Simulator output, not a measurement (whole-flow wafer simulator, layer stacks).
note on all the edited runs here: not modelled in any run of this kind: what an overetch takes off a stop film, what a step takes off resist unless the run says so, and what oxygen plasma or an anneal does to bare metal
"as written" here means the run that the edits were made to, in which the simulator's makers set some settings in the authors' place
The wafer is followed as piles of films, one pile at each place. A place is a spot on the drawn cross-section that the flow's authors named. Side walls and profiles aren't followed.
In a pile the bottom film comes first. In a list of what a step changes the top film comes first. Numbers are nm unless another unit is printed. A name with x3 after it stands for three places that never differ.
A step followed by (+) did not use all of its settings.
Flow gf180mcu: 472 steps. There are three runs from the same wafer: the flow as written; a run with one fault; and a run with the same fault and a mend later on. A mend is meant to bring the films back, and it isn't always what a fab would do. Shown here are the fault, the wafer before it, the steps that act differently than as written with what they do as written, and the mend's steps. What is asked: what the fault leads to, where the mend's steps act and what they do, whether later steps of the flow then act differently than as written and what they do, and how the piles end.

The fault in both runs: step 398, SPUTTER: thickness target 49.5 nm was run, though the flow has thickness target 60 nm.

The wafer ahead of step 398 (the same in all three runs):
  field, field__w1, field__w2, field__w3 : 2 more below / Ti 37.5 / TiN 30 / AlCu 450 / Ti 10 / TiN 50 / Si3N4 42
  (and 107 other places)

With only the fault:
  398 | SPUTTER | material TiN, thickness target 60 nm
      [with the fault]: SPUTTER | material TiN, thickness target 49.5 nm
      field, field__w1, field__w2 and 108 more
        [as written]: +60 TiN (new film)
        [with the fault]: +49.5 TiN (new film)
  Steps later in the flow that act otherwise than as written (not shown: 9 more steps that differ only slightly, by at most 2% or 0.5 nm, whichever is larger):
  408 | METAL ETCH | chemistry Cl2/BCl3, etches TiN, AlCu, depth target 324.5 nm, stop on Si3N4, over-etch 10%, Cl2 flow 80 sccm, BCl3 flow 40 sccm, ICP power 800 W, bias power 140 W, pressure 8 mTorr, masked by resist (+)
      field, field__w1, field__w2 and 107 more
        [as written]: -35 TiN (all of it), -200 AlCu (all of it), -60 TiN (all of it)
        [with the fault]: -35 TiN (all of it), -200 AlCu (all of it), -49.5 TiN (all of it)
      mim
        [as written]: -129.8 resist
        [with the fault]: -125.2 resist
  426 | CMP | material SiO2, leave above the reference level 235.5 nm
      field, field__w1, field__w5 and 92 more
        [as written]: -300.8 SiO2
        [with the fault]: -311.3 SiO2
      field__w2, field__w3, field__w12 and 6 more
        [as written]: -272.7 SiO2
        [with the fault]: -283.2 SiO2
  At mim, the piles at the end differ from the flow's by more than 2% or 0.5 nm, whichever is larger.
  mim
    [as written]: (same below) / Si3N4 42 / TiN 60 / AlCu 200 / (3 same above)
    [with the fault]: (same below) / Si3N4 42 / TiN 49.5 / AlCu 200 / (3 same above)

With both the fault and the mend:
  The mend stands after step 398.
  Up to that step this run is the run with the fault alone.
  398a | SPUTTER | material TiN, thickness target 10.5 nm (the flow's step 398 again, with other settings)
      field, field__w1, field__w2 and 108 more
        +10.5 TiN
  None of the later steps of the flow acts differently than as written at any place that is followed.
  The piles end the same as the flow's at every place that both follow.
